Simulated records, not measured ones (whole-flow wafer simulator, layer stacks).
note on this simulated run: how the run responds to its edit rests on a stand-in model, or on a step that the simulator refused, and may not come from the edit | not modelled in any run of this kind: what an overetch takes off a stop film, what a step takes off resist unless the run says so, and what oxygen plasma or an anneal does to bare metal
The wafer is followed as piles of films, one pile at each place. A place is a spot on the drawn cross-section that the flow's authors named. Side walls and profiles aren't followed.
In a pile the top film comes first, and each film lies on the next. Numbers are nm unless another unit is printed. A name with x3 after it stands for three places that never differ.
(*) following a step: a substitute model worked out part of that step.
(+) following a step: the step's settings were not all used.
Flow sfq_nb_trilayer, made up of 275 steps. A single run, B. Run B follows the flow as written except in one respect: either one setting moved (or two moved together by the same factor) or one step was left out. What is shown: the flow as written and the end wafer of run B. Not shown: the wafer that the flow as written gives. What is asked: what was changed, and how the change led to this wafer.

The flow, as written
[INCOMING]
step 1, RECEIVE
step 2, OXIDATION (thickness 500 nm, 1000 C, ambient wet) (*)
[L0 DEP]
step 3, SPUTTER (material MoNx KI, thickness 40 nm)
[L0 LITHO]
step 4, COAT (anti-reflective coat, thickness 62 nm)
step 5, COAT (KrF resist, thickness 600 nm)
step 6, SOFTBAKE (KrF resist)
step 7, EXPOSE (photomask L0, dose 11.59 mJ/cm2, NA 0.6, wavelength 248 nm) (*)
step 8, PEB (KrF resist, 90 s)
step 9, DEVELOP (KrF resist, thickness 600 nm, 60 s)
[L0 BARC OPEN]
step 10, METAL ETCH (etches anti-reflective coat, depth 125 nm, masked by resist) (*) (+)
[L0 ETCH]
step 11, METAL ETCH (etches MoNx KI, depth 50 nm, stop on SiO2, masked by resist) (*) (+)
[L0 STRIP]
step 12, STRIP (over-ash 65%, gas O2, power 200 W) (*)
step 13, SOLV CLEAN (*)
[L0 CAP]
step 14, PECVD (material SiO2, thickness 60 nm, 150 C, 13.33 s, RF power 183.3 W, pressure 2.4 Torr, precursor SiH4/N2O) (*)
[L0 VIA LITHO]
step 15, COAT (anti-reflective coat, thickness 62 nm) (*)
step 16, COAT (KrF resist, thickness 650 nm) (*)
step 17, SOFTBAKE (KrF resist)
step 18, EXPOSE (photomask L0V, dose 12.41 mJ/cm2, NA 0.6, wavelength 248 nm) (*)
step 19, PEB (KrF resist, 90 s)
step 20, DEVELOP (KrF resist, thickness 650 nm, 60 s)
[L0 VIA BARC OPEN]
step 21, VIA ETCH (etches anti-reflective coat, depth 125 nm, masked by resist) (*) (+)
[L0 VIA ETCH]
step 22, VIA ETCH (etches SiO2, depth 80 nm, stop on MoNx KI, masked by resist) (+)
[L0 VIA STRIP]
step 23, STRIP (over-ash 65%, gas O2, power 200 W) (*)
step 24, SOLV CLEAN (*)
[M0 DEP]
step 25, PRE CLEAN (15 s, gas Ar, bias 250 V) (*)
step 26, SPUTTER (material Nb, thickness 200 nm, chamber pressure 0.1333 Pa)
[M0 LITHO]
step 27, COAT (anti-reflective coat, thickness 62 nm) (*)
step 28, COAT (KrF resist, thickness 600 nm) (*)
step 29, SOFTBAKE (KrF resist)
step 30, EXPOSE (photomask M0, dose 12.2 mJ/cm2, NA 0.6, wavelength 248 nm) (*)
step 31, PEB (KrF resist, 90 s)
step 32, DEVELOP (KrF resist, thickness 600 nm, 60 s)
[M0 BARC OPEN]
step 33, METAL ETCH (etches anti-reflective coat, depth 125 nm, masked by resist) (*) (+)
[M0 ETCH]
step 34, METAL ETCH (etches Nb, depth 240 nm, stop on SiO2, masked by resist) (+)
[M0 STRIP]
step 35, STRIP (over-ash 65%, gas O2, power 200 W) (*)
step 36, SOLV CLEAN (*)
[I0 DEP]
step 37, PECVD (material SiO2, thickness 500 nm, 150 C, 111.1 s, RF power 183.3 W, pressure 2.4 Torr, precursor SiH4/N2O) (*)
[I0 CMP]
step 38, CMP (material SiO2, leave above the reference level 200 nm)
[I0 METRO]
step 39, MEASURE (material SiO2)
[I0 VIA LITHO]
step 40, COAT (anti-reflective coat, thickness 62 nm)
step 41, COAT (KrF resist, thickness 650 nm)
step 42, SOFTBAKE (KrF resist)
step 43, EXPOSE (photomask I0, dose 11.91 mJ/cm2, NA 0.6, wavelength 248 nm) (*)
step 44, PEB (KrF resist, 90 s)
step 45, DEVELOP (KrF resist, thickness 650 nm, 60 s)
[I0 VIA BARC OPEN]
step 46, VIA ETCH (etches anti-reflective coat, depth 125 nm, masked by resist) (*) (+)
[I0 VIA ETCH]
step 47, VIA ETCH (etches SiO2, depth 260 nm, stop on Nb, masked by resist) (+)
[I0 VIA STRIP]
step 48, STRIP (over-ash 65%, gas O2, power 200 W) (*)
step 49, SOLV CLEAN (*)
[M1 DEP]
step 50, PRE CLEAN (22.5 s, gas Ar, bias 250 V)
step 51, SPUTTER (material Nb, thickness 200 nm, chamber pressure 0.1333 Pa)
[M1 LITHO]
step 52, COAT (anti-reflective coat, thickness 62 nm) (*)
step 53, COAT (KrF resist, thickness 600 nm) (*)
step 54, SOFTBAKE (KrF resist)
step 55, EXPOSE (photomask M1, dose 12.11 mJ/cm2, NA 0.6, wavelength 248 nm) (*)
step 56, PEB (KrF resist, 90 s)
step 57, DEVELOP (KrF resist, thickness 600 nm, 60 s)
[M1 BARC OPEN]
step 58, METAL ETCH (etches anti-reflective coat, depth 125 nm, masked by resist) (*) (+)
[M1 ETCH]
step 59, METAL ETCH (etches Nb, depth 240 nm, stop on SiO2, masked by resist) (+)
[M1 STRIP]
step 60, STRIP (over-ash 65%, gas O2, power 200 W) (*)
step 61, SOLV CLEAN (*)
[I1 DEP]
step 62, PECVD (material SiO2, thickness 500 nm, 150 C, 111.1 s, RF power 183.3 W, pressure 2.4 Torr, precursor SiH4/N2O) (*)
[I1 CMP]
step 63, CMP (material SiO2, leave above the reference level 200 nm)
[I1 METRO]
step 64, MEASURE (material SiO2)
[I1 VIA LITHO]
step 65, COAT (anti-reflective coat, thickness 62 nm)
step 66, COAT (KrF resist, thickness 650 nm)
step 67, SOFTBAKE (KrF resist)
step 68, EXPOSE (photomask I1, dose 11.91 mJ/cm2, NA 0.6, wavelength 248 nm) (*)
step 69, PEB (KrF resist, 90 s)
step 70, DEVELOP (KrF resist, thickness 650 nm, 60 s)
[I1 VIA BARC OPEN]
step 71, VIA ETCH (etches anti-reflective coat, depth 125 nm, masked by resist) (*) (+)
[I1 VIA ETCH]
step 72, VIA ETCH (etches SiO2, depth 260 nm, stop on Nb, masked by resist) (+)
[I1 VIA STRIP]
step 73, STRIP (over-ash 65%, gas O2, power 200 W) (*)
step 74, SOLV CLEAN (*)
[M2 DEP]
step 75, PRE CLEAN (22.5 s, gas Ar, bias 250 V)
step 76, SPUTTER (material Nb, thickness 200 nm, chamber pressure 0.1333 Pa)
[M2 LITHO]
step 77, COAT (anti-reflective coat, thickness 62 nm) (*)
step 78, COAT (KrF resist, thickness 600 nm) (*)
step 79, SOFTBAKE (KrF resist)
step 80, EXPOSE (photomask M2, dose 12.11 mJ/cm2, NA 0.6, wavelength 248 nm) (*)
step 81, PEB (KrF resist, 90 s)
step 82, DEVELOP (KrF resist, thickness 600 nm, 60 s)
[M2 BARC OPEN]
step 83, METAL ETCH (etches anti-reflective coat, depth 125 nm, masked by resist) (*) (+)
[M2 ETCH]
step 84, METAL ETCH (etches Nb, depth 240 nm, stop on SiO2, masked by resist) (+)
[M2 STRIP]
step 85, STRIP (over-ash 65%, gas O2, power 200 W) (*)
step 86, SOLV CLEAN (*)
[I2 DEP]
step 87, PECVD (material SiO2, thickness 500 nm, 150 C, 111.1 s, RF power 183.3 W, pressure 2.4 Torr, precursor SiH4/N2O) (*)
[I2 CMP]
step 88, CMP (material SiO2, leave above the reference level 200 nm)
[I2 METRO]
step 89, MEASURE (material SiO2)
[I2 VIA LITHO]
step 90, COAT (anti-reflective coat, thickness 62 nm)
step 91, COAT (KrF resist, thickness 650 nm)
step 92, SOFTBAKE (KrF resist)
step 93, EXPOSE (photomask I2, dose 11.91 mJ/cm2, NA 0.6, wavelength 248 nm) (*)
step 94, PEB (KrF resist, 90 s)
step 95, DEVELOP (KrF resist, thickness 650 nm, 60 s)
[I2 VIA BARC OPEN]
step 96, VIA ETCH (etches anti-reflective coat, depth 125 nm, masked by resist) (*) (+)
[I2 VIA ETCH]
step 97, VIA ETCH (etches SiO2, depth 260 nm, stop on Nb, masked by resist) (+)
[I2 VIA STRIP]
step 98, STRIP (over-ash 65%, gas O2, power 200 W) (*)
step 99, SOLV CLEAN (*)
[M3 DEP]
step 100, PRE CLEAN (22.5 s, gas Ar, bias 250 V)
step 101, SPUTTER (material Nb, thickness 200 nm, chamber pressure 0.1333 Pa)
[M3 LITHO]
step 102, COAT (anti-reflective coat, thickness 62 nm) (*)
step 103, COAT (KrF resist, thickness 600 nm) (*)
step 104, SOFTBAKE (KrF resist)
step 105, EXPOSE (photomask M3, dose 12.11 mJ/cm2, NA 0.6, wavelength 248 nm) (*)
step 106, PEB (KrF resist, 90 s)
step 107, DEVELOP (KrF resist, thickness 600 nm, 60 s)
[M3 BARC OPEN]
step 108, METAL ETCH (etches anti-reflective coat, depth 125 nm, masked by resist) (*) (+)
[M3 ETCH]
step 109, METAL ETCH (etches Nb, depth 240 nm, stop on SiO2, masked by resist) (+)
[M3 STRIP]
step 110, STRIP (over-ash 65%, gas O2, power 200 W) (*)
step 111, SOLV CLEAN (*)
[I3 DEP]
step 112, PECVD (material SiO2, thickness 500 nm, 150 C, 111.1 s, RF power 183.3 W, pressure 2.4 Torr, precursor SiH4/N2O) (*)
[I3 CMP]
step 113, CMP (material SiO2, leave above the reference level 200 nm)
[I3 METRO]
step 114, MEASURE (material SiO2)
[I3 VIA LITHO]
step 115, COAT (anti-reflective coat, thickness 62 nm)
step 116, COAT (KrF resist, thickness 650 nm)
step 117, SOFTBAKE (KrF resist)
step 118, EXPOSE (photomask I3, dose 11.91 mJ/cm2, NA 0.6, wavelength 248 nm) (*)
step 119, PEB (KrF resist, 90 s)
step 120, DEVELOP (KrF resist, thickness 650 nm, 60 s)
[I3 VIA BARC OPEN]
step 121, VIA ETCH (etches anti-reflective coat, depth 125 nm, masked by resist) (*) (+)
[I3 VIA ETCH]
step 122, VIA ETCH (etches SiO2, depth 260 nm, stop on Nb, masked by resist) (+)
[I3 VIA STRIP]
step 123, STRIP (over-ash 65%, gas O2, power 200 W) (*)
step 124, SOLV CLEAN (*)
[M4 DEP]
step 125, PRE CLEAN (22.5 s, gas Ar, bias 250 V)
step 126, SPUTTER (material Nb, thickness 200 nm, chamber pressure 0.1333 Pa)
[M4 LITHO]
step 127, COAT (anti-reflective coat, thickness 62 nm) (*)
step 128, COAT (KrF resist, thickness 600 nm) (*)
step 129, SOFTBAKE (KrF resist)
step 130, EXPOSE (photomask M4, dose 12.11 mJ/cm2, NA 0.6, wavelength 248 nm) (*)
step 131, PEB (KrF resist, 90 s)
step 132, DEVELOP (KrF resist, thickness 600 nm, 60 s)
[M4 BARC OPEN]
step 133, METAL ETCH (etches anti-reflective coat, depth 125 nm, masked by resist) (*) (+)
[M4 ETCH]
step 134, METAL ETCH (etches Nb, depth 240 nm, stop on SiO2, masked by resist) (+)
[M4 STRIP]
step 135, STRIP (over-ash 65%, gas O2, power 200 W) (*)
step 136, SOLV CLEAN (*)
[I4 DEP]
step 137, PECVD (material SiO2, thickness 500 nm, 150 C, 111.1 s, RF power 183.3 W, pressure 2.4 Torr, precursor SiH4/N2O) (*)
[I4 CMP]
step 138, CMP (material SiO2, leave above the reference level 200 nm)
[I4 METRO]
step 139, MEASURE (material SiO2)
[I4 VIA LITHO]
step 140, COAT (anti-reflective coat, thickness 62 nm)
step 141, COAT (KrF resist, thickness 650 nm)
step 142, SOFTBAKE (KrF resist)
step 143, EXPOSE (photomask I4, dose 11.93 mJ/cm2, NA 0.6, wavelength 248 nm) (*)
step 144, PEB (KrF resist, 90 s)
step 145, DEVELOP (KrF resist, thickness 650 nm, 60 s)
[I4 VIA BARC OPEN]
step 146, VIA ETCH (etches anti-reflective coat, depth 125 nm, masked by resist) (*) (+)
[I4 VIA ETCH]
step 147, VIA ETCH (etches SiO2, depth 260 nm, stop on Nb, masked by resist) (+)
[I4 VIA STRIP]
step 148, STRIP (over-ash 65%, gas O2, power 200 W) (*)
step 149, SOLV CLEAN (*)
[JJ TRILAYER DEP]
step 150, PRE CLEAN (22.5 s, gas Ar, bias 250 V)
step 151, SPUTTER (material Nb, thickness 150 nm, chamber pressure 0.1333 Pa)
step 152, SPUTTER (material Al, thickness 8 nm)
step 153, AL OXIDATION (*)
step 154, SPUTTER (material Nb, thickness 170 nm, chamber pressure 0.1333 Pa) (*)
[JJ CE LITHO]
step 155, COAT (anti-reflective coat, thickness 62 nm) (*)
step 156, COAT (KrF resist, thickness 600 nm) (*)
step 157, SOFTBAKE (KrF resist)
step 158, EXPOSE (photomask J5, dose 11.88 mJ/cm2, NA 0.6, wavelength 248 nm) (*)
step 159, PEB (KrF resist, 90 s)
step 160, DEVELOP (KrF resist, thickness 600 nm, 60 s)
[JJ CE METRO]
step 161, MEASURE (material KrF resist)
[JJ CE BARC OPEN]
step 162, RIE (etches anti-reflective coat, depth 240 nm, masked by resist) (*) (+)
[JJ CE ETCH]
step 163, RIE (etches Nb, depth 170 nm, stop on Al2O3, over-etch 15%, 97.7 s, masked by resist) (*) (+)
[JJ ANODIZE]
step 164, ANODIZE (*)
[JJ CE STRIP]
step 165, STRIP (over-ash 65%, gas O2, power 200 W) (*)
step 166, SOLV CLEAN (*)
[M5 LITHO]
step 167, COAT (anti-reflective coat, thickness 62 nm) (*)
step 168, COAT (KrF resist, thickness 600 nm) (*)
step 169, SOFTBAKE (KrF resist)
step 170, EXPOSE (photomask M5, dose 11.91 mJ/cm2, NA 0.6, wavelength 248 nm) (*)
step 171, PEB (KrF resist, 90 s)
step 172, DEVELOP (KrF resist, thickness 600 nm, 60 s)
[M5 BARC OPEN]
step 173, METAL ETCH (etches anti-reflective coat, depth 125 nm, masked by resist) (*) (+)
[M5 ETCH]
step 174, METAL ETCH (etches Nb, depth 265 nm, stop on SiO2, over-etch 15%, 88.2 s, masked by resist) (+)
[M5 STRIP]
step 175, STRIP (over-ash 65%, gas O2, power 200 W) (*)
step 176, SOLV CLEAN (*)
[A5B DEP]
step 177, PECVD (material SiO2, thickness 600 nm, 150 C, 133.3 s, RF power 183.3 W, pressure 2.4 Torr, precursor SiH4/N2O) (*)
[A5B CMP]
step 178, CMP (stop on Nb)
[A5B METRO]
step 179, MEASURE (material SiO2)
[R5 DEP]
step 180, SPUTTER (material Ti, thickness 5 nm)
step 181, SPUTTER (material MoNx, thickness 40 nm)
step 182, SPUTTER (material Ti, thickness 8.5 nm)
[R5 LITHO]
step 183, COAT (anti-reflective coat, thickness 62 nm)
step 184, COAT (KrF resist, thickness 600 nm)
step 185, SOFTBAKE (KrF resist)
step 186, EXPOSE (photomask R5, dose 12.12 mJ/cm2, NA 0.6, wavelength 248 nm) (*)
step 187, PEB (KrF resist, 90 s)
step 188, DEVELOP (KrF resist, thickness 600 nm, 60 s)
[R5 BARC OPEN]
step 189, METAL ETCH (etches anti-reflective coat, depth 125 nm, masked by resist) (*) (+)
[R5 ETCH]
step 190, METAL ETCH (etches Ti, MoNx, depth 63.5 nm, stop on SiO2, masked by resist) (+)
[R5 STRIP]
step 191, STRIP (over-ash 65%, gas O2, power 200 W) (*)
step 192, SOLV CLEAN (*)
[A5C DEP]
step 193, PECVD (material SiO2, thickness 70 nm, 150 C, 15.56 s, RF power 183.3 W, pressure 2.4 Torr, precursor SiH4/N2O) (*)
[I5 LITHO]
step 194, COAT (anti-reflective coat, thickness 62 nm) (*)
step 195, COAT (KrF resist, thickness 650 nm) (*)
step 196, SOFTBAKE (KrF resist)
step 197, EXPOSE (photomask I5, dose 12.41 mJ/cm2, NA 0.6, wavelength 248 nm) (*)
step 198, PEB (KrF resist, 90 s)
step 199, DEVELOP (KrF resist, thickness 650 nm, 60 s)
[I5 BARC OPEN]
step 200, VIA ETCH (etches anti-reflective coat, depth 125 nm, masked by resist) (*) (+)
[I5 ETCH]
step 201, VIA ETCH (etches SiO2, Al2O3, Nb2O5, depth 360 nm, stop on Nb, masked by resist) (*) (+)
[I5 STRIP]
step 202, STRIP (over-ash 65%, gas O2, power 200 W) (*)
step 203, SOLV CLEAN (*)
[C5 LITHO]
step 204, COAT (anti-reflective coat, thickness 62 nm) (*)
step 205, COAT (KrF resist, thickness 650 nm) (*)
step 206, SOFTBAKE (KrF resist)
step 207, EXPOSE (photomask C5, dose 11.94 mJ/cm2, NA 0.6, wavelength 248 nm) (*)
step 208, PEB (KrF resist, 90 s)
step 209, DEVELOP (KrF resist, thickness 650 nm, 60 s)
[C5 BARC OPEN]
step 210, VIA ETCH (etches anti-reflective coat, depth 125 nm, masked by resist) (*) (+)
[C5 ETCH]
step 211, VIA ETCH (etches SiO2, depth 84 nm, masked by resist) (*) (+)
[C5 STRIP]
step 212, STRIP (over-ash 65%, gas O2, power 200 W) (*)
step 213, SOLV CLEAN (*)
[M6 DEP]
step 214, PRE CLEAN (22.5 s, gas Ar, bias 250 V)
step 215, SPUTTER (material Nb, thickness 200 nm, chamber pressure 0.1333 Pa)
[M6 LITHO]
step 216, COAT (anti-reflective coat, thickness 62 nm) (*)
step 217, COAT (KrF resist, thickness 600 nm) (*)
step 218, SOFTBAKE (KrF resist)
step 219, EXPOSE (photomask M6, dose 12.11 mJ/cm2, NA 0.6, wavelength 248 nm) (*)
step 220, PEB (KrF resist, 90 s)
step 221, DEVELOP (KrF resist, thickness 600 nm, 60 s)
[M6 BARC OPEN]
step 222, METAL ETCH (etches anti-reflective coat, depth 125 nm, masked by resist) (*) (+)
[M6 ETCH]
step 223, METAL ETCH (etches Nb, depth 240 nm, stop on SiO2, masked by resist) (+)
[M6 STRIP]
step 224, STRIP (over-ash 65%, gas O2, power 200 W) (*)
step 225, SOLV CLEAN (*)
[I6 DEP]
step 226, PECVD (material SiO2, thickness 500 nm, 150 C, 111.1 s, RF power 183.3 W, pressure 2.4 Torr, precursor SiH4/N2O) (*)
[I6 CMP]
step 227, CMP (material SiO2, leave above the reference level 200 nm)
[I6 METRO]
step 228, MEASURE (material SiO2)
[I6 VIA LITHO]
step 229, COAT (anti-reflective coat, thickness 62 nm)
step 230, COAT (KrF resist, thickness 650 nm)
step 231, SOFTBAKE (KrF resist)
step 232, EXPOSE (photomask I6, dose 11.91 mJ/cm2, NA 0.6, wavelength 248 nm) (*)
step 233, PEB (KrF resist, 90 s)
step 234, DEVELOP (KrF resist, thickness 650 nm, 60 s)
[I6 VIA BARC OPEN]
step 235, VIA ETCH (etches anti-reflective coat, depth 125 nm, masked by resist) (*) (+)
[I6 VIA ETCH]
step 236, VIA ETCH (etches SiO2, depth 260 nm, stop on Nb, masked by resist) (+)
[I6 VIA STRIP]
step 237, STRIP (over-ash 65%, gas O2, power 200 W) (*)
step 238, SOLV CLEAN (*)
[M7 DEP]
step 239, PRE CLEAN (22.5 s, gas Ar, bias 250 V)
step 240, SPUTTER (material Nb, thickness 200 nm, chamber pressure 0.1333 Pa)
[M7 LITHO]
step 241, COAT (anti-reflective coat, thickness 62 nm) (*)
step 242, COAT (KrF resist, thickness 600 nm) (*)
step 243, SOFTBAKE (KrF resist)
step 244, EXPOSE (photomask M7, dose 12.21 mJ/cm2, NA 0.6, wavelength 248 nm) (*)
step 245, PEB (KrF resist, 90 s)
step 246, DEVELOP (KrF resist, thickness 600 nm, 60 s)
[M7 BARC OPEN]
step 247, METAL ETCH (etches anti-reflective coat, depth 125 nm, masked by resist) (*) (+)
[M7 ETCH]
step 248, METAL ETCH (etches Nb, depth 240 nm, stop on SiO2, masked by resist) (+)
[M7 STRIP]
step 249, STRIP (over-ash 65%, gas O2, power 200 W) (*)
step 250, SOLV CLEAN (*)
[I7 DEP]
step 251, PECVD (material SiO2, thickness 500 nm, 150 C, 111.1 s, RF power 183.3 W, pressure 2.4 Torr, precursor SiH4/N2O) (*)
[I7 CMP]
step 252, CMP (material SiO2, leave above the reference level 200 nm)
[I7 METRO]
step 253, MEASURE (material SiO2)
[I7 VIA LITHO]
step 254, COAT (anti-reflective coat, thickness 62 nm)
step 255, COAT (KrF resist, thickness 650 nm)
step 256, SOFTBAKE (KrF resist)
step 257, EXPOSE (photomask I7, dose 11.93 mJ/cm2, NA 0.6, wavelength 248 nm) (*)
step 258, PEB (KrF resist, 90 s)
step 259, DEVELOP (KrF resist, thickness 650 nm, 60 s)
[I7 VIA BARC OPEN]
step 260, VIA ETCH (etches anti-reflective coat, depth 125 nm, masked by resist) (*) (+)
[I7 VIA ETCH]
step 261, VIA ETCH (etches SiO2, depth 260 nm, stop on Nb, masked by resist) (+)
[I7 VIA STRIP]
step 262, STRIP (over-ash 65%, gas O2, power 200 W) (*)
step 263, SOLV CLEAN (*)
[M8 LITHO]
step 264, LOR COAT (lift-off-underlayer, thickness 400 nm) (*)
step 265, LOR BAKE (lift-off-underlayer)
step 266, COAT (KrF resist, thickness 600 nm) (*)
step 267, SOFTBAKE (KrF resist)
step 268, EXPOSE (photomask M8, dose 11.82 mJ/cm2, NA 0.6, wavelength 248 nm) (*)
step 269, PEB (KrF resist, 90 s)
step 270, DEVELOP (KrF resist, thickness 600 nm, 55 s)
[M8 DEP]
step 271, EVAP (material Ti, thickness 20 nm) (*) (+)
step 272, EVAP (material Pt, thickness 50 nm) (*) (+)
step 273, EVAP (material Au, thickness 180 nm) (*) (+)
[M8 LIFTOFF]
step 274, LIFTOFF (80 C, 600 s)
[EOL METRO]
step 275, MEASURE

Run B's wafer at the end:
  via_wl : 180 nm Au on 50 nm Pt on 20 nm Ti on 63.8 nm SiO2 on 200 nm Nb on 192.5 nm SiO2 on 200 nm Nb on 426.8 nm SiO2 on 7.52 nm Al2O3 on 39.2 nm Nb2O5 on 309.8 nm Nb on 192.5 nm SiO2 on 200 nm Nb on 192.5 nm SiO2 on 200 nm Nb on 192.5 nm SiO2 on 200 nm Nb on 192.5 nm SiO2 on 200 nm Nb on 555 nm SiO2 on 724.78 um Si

What caused this: step 261, VIA ETCH: depth 136 nm was run, though the flow has depth 260 nm.

Step by step, how the change led to this:
  step 261, VIA ETCH (etches SiO2, depth 260 nm, stop on Nb, masked by resist) (+)
      via_wl, via_w, via_wr: -136 SiO2 (in the flow as written it would be: -199.8 SiO2 (all of it))
      field_l, v_sur, via_sp and 100 more: -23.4 KrF resist (in the flow as written it would be: -44.8 KrF resist)
  step 262, STRIP (over-ash 65%, gas O2, power 200 W) (*)
      field_l, v_sur, via_sp and 100 more: -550 KrF resist (all of it), -62 anti-reflective coat (all of it) (in the flow as written it would be: -528.6 KrF resist (all of it), -62 anti-reflective coat (all of it))
  step 264, LOR COAT (lift-off-underlayer, thickness 400 nm) (*)
      via_wl, via_wr: +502 lift-off-underlayer (new film) (in the flow as written it would be: +549.8 lift-off-underlayer (new film))
      v_sur: +379.2 lift-off-underlayer (new film) (in the flow as written it would be: +369.4 lift-off-underlayer (new film))
      (and at 1 other place as well)
  step 270, DEVELOP (KrF resist, thickness 600 nm, 55 s)
      v_sur: -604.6 KrF resist (all of it), -379.2 lift-off-underlayer (all of it) (in the flow as written it would be: -607.3 KrF resist (all of it), -369.4 lift-off-underlayer (all of it))
      via_wl: -615.8 KrF resist (all of it), -502 lift-off-underlayer (all of it) (in the flow as written it would be: -623.9 KrF resist (all of it), -549.8 lift-off-underlayer (all of it))
      (and at 2 other places as well)
If metal films that touch count as one body, via_wl has 8 bodies (between them, from the top down: SiO2 63.8; SiO2 192.5; SiO2 426.8 / Al2O3 7.52 / Nb2O5 39.2; SiO2 192.5; SiO2 192.5; SiO2 192.5; SiO2 192.5); the flow as written gives 7 bodies (between them, from the top down: SiO2 192.5; SiO2 426.8 / Al2O3 7.52 / Nb2O5 39.2; SiO2 192.5; SiO2 192.5; SiO2 192.5; SiO2 192.5).
